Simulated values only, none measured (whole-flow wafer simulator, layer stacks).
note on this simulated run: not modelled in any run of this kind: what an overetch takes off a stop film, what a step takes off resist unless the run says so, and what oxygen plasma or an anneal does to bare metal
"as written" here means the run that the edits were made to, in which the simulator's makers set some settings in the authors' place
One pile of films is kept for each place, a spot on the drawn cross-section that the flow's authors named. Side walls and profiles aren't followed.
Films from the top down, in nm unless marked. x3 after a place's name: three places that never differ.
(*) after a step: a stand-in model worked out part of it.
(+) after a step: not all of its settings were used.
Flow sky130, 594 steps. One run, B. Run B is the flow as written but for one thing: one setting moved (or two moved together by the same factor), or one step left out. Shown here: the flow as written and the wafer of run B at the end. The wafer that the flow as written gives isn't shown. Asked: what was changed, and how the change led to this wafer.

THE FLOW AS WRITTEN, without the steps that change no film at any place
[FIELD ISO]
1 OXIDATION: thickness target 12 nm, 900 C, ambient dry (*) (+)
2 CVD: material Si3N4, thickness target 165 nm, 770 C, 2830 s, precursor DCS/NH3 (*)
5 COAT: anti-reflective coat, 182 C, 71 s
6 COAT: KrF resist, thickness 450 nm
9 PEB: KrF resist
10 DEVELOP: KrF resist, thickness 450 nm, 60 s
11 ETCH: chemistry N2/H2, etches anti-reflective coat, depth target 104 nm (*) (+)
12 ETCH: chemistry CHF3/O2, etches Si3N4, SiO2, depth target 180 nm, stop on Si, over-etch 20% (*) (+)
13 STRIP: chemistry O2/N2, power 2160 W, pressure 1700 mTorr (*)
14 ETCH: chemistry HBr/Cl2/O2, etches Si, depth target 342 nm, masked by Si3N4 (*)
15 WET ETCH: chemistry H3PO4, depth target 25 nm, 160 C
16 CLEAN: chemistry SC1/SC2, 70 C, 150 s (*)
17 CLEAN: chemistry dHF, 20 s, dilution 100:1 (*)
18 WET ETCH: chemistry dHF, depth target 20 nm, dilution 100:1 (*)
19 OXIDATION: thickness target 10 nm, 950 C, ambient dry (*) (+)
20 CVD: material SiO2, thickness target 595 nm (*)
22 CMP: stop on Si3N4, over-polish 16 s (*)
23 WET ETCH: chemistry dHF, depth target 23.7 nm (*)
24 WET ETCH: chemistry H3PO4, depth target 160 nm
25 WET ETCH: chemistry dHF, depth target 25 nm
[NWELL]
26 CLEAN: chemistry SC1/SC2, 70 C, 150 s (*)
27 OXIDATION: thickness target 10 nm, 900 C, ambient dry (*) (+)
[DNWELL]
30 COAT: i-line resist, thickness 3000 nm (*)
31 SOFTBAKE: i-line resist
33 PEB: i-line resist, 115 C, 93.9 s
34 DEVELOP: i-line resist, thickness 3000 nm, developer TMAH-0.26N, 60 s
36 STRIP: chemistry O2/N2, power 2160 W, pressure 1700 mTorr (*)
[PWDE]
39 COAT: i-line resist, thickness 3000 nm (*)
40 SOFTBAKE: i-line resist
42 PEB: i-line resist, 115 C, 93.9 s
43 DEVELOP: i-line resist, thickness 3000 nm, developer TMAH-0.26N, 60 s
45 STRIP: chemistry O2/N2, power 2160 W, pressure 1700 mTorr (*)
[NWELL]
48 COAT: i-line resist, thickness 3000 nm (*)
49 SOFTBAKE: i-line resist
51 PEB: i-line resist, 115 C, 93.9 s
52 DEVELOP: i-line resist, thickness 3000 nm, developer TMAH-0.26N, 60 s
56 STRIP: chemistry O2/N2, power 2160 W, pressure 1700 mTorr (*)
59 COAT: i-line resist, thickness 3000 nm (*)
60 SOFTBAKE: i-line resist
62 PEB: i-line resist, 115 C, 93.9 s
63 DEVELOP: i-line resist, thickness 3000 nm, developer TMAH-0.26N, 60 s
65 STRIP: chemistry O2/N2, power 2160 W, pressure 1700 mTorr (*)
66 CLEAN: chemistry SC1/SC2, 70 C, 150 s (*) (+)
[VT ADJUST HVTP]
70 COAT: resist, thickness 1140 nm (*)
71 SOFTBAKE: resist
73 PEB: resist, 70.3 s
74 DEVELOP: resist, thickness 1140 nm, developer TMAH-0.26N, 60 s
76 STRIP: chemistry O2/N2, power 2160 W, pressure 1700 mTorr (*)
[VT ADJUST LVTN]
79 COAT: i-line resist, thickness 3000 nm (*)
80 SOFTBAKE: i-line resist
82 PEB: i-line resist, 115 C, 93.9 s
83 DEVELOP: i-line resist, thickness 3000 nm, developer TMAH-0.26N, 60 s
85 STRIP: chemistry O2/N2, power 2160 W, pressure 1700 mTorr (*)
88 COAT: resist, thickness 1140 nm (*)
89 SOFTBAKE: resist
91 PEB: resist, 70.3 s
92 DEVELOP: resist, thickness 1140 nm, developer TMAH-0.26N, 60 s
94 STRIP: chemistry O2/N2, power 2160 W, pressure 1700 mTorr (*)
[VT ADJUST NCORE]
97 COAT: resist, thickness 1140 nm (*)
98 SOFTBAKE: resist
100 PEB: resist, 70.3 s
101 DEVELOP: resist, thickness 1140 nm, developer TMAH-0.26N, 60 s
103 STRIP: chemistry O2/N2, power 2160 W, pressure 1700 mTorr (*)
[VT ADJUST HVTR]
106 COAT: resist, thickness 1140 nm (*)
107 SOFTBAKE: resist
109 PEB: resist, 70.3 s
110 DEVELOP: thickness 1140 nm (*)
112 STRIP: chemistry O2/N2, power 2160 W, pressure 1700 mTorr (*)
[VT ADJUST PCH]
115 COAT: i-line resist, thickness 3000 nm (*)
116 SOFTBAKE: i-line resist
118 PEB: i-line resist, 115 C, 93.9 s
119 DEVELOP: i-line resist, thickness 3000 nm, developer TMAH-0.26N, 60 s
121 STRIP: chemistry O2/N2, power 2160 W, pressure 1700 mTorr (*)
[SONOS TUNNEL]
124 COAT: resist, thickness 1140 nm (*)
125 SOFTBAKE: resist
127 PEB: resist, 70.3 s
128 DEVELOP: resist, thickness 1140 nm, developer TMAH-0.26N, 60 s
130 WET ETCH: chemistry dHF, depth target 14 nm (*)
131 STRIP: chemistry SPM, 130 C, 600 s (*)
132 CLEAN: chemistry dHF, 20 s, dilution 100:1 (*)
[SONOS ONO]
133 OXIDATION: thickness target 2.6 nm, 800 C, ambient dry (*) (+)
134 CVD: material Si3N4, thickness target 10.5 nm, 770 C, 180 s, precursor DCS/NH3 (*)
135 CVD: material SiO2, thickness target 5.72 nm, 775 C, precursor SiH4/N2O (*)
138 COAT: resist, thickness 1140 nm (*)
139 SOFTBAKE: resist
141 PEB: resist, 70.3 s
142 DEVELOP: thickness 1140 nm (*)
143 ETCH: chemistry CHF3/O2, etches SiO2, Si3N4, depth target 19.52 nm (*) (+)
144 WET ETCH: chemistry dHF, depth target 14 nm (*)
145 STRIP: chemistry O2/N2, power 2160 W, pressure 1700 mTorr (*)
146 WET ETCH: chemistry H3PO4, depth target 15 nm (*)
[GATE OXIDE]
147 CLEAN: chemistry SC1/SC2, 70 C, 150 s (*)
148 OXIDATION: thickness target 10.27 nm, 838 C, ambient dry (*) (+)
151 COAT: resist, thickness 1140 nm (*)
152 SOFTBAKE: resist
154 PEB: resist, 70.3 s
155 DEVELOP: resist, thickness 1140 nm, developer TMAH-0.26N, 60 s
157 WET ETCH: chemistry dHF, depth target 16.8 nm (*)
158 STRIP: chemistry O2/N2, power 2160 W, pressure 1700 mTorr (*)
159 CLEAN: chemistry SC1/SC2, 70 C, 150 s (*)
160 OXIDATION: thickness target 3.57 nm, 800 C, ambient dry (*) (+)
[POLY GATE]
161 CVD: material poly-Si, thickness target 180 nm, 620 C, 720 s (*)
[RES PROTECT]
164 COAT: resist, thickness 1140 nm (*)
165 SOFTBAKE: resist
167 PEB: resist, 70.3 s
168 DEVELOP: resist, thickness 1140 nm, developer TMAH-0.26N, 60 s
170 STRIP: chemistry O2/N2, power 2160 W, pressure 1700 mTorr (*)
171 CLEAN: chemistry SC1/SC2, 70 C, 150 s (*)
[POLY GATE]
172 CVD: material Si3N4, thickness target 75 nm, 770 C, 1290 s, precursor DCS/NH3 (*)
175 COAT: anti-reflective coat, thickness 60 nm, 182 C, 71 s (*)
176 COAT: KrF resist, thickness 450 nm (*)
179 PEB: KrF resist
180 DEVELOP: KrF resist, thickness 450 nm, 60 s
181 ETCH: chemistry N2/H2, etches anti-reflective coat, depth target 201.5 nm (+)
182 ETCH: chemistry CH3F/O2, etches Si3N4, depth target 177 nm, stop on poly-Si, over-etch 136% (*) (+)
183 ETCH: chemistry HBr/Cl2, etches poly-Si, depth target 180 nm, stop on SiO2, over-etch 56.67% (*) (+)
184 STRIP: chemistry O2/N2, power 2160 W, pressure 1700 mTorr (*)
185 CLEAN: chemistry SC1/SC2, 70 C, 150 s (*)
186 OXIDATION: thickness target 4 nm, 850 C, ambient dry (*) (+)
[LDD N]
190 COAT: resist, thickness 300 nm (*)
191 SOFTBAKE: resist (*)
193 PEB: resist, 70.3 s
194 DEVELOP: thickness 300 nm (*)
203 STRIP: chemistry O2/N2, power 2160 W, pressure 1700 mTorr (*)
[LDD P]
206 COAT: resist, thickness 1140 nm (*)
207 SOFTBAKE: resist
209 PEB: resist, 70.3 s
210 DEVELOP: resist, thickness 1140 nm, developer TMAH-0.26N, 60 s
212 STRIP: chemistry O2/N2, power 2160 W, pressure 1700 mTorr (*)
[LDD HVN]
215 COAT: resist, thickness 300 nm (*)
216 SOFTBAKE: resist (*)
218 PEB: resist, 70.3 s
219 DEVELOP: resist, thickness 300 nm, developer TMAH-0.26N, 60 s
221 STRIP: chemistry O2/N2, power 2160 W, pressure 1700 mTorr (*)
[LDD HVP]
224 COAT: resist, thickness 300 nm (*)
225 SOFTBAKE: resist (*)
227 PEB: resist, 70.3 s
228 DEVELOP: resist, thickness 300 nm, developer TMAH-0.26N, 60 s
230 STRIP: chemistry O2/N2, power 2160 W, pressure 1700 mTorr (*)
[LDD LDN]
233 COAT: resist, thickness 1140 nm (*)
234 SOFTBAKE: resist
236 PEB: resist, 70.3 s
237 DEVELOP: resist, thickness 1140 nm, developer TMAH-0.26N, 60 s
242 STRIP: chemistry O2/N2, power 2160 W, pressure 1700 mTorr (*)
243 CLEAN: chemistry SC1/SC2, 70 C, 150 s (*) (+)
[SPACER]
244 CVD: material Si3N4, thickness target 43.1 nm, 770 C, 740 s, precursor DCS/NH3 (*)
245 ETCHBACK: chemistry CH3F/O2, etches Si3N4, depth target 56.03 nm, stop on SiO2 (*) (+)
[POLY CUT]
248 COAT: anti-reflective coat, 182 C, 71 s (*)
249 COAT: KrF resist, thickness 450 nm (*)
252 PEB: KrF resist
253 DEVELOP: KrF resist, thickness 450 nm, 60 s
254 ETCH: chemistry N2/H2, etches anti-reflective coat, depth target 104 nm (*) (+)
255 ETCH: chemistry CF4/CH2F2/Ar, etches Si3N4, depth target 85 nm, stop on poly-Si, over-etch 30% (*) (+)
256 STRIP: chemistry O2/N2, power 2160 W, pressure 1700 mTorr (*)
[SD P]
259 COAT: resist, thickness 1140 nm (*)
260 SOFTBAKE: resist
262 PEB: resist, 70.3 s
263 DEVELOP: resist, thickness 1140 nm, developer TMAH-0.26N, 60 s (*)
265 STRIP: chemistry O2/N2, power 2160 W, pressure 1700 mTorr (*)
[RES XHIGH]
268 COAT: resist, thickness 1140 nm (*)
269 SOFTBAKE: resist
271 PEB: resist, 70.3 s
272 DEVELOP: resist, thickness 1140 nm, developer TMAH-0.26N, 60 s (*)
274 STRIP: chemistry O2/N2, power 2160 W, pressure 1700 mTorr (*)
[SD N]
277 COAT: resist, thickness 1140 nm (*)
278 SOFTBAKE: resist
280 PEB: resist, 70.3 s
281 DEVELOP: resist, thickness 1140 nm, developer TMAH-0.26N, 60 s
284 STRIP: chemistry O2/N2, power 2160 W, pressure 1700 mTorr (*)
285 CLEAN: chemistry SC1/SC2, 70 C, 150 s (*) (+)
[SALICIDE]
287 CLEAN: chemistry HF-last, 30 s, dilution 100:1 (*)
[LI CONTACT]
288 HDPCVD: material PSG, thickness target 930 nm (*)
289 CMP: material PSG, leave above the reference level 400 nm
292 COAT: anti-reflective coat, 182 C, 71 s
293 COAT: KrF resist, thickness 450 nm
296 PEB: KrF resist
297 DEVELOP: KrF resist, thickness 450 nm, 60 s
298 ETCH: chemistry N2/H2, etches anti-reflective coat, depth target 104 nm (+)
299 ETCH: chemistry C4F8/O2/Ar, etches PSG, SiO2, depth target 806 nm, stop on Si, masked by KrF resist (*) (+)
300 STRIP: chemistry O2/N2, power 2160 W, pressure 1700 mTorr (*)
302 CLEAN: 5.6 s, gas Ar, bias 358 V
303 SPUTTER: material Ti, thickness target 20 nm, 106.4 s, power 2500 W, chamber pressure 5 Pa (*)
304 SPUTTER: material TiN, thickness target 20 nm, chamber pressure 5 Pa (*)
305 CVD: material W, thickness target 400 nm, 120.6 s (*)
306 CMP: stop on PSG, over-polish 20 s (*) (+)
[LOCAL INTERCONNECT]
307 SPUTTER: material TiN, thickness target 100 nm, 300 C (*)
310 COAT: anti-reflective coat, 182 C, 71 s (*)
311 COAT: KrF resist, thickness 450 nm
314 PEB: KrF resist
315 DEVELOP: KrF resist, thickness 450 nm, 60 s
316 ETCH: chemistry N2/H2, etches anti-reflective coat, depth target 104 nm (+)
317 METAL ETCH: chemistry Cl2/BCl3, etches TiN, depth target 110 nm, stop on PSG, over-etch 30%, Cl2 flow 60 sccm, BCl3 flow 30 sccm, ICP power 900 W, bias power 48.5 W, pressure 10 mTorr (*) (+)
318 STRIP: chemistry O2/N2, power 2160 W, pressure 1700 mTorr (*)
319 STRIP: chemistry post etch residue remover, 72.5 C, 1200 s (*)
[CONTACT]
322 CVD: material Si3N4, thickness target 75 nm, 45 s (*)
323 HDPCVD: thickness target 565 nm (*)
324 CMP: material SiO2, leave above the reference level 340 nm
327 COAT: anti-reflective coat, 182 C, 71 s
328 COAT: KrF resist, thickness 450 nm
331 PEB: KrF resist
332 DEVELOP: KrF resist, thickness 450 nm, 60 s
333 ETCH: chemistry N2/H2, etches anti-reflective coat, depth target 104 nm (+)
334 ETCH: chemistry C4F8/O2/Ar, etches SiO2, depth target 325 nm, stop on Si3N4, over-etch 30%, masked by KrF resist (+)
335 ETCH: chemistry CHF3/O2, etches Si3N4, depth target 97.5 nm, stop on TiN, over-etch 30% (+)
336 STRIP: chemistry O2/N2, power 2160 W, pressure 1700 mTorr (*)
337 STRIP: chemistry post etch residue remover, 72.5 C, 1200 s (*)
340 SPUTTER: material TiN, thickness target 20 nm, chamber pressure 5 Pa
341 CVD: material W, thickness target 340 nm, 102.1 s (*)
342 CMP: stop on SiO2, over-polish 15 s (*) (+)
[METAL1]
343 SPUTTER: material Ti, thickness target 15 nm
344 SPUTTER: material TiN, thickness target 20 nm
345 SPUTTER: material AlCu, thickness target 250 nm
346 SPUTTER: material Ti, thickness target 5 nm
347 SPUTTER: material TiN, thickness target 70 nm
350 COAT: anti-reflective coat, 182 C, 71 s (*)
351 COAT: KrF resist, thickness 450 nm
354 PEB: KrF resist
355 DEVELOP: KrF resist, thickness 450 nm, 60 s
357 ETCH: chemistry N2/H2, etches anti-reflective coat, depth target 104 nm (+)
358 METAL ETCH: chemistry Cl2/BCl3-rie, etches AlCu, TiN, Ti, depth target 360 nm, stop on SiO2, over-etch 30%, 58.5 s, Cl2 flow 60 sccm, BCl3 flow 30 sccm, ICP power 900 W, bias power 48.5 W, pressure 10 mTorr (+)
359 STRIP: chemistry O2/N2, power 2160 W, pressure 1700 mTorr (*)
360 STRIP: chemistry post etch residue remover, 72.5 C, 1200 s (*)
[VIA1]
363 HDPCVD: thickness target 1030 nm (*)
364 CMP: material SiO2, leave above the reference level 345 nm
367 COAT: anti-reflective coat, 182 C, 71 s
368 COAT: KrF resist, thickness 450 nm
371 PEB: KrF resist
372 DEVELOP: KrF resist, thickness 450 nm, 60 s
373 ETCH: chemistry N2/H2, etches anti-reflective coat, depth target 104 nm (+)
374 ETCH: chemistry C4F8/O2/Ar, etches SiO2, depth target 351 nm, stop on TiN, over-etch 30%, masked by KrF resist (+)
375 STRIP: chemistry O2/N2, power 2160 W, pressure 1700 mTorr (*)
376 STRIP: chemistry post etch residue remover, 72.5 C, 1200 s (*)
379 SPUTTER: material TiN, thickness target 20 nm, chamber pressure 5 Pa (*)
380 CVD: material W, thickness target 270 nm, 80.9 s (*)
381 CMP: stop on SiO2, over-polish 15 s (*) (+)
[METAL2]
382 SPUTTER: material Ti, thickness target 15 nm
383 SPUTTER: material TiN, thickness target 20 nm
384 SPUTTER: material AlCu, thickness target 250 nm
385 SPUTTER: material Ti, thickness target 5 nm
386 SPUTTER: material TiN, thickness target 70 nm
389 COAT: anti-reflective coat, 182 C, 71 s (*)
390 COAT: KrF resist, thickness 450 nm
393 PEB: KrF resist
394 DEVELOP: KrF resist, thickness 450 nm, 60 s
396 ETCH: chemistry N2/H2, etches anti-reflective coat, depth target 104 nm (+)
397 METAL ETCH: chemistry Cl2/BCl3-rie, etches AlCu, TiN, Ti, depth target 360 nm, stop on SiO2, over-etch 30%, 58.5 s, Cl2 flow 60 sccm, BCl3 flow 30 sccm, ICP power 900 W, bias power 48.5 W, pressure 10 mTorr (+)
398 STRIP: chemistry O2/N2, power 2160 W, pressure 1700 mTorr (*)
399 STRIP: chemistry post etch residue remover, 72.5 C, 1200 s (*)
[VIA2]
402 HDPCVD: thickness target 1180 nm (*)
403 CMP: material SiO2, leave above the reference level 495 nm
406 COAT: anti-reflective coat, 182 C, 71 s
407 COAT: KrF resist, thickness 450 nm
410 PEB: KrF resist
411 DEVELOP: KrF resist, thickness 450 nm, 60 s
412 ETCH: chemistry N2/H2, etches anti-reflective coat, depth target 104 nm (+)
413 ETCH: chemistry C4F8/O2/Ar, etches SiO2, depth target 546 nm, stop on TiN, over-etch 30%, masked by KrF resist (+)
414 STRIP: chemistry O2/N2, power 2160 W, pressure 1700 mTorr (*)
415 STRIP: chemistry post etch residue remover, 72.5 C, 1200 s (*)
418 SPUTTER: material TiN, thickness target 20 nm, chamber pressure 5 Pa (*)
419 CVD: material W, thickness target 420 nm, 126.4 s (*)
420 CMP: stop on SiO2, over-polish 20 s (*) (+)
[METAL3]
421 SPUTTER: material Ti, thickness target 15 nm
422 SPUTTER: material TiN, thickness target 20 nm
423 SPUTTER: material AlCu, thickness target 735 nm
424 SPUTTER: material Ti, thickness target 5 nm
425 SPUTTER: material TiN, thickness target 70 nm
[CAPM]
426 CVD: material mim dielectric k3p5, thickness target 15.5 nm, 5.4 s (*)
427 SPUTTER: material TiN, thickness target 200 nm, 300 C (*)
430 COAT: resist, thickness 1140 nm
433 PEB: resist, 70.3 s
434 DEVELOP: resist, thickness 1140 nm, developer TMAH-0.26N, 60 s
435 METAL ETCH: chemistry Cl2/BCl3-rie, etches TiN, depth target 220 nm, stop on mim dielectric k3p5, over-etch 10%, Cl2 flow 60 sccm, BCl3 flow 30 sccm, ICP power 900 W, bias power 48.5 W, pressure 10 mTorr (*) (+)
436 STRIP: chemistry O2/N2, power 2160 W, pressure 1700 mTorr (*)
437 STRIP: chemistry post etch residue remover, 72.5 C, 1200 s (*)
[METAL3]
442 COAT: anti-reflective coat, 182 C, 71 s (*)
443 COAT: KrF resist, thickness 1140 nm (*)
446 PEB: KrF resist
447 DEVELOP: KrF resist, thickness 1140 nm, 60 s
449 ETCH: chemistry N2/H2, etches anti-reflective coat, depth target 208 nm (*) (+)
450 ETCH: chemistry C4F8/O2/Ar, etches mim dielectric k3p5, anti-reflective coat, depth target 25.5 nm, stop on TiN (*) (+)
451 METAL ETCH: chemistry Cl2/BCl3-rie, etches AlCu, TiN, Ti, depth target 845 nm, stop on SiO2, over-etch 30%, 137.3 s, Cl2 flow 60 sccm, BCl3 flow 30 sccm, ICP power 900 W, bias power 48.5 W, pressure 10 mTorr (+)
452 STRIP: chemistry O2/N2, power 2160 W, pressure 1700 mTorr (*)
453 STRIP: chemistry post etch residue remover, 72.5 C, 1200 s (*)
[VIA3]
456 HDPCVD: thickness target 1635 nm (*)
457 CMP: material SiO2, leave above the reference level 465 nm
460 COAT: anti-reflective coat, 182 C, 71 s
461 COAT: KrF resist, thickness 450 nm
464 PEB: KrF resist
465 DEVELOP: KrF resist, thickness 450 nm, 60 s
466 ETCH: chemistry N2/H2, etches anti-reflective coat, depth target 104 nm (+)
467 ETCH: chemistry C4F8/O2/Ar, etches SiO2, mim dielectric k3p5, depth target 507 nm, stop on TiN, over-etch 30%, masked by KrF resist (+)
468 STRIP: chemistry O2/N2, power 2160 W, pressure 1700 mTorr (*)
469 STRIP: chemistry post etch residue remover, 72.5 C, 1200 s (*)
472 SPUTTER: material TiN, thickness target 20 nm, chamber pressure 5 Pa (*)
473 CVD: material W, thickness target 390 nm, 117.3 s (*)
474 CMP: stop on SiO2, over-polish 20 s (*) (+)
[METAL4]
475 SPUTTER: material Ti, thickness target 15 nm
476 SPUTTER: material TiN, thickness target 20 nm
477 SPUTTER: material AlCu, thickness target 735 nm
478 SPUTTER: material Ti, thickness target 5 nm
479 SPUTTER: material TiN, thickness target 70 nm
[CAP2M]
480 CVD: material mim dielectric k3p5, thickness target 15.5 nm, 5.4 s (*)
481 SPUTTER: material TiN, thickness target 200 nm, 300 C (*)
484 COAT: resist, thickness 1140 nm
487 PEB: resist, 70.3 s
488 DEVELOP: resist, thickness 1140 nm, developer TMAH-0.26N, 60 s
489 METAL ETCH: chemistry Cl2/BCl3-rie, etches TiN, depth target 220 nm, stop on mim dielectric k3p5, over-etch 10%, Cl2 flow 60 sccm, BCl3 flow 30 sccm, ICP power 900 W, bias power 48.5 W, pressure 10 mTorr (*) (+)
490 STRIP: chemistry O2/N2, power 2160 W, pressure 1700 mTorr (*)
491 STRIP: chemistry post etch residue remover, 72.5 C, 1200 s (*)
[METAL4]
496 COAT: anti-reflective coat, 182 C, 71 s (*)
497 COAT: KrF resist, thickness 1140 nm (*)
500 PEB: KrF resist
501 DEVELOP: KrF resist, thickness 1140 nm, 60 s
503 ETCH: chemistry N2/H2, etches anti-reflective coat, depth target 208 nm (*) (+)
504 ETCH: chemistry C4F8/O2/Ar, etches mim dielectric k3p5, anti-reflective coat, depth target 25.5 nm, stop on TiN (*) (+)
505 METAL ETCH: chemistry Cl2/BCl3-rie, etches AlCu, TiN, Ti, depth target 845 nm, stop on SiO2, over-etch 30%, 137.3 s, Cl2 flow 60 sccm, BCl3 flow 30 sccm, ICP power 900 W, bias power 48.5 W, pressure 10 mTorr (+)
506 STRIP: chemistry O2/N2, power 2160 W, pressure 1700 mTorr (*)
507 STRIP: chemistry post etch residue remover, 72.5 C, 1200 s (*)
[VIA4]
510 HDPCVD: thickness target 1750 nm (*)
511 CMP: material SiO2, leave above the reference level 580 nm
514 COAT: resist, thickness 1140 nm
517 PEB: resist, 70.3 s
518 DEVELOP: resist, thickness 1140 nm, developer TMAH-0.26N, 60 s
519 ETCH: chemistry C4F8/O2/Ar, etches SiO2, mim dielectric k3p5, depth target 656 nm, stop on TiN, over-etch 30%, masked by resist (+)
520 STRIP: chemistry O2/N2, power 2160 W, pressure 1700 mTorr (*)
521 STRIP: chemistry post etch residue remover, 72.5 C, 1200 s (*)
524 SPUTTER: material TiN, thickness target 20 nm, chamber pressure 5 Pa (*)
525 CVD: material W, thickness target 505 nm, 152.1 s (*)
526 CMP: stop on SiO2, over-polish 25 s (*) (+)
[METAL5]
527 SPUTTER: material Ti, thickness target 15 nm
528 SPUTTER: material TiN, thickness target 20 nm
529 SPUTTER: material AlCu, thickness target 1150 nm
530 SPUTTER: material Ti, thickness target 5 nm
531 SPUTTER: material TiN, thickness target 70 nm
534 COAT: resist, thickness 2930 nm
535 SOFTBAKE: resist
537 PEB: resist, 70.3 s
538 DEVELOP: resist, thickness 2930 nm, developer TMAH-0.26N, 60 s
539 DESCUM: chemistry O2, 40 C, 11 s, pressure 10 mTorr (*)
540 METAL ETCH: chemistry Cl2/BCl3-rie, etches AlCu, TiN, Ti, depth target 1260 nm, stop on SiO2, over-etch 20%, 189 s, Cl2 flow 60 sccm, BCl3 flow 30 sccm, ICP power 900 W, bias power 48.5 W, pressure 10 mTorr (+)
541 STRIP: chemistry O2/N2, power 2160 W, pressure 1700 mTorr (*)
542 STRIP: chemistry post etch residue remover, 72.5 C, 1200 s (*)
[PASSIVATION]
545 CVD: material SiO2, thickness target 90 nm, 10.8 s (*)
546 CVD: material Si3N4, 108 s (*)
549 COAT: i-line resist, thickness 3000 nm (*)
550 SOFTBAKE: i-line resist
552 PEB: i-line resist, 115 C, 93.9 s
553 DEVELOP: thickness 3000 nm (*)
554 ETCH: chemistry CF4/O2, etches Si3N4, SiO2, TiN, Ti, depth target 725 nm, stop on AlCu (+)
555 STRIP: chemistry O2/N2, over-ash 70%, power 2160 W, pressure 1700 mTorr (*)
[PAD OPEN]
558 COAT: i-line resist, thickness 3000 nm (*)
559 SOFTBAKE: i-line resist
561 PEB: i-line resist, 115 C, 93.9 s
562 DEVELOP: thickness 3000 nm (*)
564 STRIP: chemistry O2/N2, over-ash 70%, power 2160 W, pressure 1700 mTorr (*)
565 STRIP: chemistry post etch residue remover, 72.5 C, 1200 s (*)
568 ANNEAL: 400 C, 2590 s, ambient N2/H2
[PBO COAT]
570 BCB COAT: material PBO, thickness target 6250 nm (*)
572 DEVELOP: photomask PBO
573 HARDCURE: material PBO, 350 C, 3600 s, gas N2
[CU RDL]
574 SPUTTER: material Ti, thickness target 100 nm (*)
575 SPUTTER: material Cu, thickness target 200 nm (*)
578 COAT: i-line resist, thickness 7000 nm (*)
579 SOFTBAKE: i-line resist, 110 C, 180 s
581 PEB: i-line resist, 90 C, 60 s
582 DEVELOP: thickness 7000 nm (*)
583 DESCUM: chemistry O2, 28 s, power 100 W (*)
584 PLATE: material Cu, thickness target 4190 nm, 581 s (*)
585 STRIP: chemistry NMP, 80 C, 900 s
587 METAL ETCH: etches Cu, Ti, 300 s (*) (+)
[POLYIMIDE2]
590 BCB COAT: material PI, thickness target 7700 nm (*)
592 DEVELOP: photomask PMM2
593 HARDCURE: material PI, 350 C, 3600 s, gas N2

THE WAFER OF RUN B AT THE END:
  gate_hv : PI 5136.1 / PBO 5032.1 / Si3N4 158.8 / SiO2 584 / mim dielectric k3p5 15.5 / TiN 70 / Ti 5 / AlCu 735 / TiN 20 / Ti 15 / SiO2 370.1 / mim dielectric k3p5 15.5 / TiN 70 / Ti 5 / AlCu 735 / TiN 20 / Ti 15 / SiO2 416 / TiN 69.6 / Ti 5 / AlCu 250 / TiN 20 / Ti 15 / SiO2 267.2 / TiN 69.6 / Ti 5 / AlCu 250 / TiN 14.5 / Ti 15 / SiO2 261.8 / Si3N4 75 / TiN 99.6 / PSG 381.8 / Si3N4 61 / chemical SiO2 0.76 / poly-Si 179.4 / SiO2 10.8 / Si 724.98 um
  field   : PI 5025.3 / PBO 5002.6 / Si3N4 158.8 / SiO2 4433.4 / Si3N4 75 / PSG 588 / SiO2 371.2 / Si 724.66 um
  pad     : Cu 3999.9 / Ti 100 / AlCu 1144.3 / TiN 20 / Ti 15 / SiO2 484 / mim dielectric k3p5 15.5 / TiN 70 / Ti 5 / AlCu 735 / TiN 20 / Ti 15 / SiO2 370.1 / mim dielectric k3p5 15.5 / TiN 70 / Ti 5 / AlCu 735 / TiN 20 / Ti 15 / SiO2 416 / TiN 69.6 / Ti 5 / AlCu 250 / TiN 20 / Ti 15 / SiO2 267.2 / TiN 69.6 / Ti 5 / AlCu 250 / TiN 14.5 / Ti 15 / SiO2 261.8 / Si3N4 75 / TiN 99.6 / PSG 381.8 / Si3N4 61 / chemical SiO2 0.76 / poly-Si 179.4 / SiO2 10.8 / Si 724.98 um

The cause: step 344, SPUTTER: thickness target 14.5 nm was run, where the flow has thickness target 20 nm.
It can be read off the wafer: gate_hv has TiN 14.5, and step 344 as written asks for 20 nm.

How the change led to this, step by step:
  344 SPUTTER: material TiN, thickness target 20 nm
      field, active, n_well and 188 more: TiN +14.5 (new film) (as written it would be: TiN +20 (new film))
  358 METAL ETCH: chemistry Cl2/BCl3-rie, etches AlCu, TiN, Ti, depth target 360 nm, stop on SiO2, over-etch 30%, 58.5 s, Cl2 flow 60 sccm, BCl3 flow 30 sccm, ICP power 900 W, bias power 48.5 W, pressure 10 mTorr (+)
      field, active, gate and 81 more: TiN -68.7 (all of it), Ti -5 (all of it), AlCu -250 (all of it), TiN -14.5 (all of it), Ti -15 (all of it), SiO2 -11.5 (as written it would be: TiN -68.7 (all of it), Ti -5 (all of it), AlCu -250 (all of it), TiN -20 (all of it), Ti -15 (all of it), SiO2 -10.9)
